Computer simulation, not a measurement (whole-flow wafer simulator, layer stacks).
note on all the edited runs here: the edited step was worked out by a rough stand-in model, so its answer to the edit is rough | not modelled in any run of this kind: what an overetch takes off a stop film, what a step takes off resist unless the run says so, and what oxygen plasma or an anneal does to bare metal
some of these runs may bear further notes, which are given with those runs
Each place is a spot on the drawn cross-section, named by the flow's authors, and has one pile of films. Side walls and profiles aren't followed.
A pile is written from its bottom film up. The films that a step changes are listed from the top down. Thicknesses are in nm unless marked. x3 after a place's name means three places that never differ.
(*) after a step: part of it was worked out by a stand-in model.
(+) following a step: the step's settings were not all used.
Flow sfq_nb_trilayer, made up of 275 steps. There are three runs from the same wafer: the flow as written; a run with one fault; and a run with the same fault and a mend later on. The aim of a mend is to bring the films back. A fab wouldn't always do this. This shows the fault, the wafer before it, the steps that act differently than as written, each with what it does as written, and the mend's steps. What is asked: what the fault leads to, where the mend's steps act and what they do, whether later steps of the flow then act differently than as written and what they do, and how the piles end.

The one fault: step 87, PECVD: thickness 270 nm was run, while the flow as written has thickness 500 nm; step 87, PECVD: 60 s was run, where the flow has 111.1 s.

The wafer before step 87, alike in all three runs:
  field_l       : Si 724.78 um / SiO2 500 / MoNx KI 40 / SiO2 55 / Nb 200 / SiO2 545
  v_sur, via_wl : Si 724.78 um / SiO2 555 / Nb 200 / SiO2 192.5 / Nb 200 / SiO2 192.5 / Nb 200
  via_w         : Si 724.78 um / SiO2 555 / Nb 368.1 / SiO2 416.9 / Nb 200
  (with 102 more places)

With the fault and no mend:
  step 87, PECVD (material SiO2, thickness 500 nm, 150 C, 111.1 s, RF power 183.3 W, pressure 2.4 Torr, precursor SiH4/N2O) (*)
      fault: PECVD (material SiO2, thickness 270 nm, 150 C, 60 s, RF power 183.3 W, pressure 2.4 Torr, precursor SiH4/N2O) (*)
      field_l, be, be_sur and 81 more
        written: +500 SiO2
        fault: +270 SiO2
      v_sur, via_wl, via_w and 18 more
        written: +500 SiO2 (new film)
        fault: +270 SiO2 (new film)
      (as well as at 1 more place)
  Steps further on in the flow that do not act as written (15 other steps are not shown; they differ only slightly, by no more than 2% or 0.5 nm, whichever is larger):
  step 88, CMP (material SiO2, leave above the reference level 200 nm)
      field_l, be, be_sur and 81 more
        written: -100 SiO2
        fault: nothing
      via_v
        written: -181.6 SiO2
        fault: nothing
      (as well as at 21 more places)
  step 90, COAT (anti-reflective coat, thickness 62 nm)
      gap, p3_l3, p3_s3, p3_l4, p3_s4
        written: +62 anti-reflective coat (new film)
        fault: +63.5 anti-reflective coat (new film)
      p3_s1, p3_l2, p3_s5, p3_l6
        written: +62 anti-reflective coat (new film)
        fault: +63.7 anti-reflective coat (new film)
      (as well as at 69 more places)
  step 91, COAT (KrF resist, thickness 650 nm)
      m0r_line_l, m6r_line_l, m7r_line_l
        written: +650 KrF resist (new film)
        fault: +675.9 KrF resist (new film)
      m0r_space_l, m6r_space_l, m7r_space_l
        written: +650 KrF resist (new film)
        fault: +665.9 KrF resist (new film)
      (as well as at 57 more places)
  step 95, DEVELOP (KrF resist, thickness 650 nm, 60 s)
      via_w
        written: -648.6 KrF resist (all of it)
        fault: -602.8 KrF resist (all of it)
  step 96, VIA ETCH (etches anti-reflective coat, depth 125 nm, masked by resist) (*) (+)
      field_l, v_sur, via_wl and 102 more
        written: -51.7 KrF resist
        fault: -43 KrF resist
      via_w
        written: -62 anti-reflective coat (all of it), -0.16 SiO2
        fault: -51.6 anti-reflective coat (all of it), -0.13 SiO2
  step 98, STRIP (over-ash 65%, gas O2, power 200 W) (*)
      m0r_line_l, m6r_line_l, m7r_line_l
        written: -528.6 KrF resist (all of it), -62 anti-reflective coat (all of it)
        fault: -563.1 KrF resist (all of it), -62.8 anti-reflective coat (all of it)
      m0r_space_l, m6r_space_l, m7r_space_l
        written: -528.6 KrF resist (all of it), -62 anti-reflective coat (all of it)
        fault: -553.1 KrF resist (all of it), -78.8 anti-reflective coat (all of it)
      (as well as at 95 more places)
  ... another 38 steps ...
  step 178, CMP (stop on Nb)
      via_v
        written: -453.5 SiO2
        fault: -340.8 SiO2
  At via_v, ln_m5, lsp_m and 13 more, the piles at the end differ from the flow's by more than 2% or 0.5 nm, whichever is larger.
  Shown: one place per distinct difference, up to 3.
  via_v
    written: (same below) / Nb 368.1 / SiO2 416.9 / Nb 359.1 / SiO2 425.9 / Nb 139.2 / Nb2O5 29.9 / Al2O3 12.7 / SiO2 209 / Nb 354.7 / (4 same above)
    fault: (same below) / Nb 368.1 / SiO2 225.4 / Nb 167.1 / SiO2 156.8 / Nb 90.1 / SiO2 344 / Nb 104.3 / Nb2O5 36.3 / Al2O3 9.16 / SiO2 459.7 / Nb 354.7 / (4 same above)
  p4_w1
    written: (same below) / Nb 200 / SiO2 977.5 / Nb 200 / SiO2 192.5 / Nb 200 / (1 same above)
    fault: (same below) / Nb 200 / SiO2 847.5 / Nb 200 / SiO2 322.5 / Nb 200 / (1 same above)
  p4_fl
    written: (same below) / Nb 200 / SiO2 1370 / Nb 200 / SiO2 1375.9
    fault: (same below) / Nb 200 / SiO2 1340 / Nb 200 / SiO2 1405.9

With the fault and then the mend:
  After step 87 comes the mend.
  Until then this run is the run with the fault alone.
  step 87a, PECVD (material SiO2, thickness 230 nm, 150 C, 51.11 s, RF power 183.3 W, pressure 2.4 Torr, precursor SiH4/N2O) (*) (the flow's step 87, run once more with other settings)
      field_l, v_sur, via_wl and 102 more
        +230 SiO2
      via_v
        +204.9 SiO2
  Steps further on in the flow that do not act as written:
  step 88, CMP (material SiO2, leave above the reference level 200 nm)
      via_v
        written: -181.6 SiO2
        mend: -13.3 SiO2
  By the end, the piles equal the flow's at every place that both follow.
